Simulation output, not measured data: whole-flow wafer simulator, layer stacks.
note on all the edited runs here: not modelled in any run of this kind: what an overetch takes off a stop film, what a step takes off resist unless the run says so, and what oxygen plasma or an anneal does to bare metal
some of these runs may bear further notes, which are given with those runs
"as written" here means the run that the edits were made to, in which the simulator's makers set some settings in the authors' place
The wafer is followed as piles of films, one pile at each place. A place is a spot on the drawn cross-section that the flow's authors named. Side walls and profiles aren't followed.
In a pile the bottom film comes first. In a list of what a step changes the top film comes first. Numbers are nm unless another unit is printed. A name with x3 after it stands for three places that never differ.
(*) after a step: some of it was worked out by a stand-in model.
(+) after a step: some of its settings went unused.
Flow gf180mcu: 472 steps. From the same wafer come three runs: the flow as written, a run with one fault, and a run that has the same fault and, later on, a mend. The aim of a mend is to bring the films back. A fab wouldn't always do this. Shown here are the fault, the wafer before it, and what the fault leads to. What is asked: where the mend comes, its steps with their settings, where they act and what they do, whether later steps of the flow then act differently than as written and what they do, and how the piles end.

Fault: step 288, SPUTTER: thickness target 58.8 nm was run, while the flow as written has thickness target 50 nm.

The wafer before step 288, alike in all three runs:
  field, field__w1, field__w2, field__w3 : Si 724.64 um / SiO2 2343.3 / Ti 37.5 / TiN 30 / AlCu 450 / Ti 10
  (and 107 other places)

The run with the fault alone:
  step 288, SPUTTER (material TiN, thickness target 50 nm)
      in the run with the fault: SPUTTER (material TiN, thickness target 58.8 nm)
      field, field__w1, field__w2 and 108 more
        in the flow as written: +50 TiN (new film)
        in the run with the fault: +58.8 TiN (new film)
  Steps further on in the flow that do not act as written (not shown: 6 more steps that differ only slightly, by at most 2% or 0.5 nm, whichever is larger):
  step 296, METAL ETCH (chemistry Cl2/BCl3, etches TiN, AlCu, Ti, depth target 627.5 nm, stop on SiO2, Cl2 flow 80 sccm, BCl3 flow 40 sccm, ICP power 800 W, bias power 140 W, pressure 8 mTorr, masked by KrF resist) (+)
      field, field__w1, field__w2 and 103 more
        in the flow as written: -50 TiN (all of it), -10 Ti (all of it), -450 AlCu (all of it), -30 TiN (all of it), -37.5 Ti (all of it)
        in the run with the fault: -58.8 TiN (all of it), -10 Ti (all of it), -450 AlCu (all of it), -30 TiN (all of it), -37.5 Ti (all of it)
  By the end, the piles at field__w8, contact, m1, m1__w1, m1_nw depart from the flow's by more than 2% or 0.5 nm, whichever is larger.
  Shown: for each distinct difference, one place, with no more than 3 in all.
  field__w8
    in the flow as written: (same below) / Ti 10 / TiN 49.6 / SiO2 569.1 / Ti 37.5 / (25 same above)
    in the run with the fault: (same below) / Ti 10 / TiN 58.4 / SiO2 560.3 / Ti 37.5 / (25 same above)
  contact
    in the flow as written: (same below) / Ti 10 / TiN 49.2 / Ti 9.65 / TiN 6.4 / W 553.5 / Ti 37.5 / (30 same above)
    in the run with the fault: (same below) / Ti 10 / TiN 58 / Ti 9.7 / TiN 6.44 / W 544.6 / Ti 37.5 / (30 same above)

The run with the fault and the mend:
  The mend follows step 295.
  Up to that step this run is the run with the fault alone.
  step 295a, STRIP (chemistry O2/N2, power 2160 W, pressure 1700 mTorr) (*)
      field__w8, contact, m1, m1__w1, m1_nw
        -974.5 KrF resist (all of it)
  step 295b, METAL ETCH (chemistry Cl2/BCl3, etches TiN, AlCu, Ti, depth target 8.8 nm, Cl2 flow 80 sccm, BCl3 flow 40 sccm, ICP power 800 W, bias power 140 W, pressure 8 mTorr) (the flow's step 260 again, with other settings)
      field, field__w1, field__w2 and 108 more
        -8.8 TiN
  step 295c, HMDS (120 C, 60 s) (the flow's step 290 again)
      does not change any film at any place that is followed
  step 295d, COAT (KrF resist, thickness 1000 nm) (the flow's step 291 again)
      field, field__w1, field__w2 and 108 more
        +1000 KrF resist (new film)
  step 295e, SOFTBAKE (KrF resist) (the flow's step 292 again)
      does not change any film at any place that is followed
  step 295f, EXPOSE (photomask Metal2) (the flow's step 293 again)
      does not change any film at any place that is followed
  step 295g, PEB (KrF resist, 135 C, 90 s) (the flow's step 294 again)
      field, field__w1, field__w2 and 108 more
        -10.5 KrF resist
  step 295h, DEVELOP (thickness 1000 nm, 60 s) (the flow's step 295 again)
      field, field__w1, field__w2 and 103 more
        -989.5 KrF resist (all of it)
      field__w8, contact, m1, m1__w1, m1_nw
        -14.9 KrF resist
  None of the later steps of the flow acts differently than as written at any place that is followed.
  By the end, the piles equal the flow's at every place that both follow.
